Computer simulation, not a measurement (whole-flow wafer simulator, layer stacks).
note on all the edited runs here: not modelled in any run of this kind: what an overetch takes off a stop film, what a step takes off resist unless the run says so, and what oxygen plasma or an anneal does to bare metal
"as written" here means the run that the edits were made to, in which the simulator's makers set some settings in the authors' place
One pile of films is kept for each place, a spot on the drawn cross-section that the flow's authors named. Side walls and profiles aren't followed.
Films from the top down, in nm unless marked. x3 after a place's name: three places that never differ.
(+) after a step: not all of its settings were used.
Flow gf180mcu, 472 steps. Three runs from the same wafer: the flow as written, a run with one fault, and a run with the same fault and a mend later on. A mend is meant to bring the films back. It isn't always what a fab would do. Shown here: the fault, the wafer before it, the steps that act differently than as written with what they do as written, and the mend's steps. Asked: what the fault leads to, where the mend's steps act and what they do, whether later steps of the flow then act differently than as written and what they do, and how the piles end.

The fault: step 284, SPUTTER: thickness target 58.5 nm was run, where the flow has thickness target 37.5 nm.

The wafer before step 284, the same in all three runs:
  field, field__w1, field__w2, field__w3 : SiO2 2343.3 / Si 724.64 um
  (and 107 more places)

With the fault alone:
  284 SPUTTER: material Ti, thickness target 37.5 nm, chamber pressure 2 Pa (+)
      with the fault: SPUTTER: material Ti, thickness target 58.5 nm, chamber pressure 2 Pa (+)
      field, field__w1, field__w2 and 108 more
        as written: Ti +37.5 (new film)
        with the fault: Ti +58.5 (new film)
  Later steps of the flow that act differently than as written:
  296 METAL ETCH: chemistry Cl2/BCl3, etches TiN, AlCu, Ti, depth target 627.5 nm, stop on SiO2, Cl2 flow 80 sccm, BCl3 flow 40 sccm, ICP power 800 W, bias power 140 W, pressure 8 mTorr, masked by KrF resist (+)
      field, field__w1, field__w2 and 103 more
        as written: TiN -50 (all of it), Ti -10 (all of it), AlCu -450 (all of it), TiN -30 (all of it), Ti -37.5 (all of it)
        with the fault: TiN -50 (all of it), Ti -10 (all of it), AlCu -450 (all of it), TiN -30 (all of it), Ti -58.5 (all of it)
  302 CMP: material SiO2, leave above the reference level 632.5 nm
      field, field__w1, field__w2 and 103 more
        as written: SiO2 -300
        with the fault: SiO2 -279
  At the end the piles differ from the flow's by more than 2% or 0.5 nm, whichever is larger, at field__w8, contact, m1, m1__w1, m1_nw.
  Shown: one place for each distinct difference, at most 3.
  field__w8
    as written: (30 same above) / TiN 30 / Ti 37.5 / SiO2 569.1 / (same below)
    with the fault: (30 same above) / TiN 30 / Ti 58.5 / SiO2 569.1 / (same below)
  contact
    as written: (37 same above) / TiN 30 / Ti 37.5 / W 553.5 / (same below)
    with the fault: (37 same above) / TiN 30 / Ti 58.5 / W 553.5 / (same below)

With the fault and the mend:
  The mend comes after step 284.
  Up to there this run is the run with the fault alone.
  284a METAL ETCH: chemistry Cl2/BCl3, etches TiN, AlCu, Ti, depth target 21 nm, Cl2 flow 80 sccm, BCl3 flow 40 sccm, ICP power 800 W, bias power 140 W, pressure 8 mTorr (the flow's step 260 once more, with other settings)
      field, field__w1, field__w2 and 108 more
        Ti -21
  No later step of the flow acts differently than as written at any place that is followed.
  At the end the piles are the same as the flow's at every place that both follow.
